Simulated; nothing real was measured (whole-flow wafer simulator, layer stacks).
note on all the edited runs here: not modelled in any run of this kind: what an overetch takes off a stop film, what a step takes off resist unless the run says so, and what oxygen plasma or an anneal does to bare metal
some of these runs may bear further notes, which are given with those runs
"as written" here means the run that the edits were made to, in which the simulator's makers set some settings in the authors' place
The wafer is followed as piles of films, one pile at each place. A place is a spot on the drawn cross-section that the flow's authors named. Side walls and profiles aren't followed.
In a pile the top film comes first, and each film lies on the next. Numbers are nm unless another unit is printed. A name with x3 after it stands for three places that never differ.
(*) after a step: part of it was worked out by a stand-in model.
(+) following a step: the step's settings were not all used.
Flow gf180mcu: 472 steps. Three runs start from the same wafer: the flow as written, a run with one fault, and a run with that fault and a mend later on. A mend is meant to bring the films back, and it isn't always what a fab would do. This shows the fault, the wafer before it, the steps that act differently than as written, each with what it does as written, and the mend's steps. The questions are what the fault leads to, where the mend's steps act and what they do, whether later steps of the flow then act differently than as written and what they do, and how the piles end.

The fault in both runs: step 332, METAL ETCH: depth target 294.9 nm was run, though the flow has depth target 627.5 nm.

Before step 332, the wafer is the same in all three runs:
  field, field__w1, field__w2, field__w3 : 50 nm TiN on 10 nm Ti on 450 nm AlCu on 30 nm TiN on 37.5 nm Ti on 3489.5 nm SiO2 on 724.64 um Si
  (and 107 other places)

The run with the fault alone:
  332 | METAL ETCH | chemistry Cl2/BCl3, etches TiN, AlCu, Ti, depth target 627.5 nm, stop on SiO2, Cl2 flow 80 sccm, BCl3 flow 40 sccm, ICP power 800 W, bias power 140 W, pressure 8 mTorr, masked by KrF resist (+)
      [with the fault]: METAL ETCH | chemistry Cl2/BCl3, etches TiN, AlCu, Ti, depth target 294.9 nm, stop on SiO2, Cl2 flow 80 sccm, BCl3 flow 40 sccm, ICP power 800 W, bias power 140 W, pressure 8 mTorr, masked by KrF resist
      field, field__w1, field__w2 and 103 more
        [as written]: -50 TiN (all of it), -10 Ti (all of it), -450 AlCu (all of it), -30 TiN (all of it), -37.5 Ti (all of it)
        [with the fault]: -50 TiN (all of it), -10 Ti (all of it), -234.9 AlCu
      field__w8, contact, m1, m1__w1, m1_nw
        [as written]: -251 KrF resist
        [with the fault]: -118 KrF resist
  Steps later in the flow that act otherwise than as written:
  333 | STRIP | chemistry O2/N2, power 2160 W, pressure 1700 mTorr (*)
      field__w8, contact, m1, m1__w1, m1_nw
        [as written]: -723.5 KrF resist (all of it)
        [with the fault]: -856.6 KrF resist (all of it)
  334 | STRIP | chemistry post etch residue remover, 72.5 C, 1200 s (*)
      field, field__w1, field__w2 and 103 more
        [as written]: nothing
        [with the fault]: -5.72 AlCu
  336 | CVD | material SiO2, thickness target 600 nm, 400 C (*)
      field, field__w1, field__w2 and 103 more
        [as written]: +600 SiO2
        [with the fault]: +600 SiO2 (new film)
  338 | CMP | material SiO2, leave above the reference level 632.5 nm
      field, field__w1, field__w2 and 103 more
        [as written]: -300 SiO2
        [with the fault]: -576.9 SiO2
  By the end, the piles at field, field__w1, field__w2 and 104 more depart from the flow's by more than 2% or 0.5 nm, whichever is larger.
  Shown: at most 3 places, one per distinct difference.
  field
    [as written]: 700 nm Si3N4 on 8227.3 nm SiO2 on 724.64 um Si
    [with the fault]: 700 nm Si3N4 on 4460.9 nm SiO2 on 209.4 nm AlCu on 30 nm TiN on 37.5 nm Ti on 3489.5 nm SiO2 on 724.64 um Si
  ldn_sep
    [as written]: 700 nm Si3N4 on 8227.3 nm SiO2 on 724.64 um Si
    [with the fault]: 700 nm Si3N4 on 4460.9 nm SiO2 on 209.4 nm AlCu on 30 nm TiN on 37.5 nm Ti on 3489.4 nm SiO2 on 724.64 um Si
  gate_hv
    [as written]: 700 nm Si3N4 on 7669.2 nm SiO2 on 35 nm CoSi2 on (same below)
    [with the fault]: 700 nm Si3N4 on 4460.9 nm SiO2 on 209.4 nm AlCu on 30 nm TiN on 37.5 nm Ti on 2931.3 nm SiO2 on 35 nm CoSi2 on (same below)

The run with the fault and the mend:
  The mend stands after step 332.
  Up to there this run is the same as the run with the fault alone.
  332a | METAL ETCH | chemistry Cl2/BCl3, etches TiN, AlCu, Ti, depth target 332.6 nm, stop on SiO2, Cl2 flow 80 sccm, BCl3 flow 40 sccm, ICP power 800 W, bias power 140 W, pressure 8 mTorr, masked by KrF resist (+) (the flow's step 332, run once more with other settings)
      field, field__w1, field__w2 and 103 more
        -215.1 AlCu (all of it), -30 TiN (all of it), -37.5 Ti (all of it)
      field__w8, contact, m1, m1__w1, m1_nw
        -133 KrF resist
  Later steps of the flow that are run all act as written at every place that is followed.
  At every place that both follow, the piles at the end match the flow's.
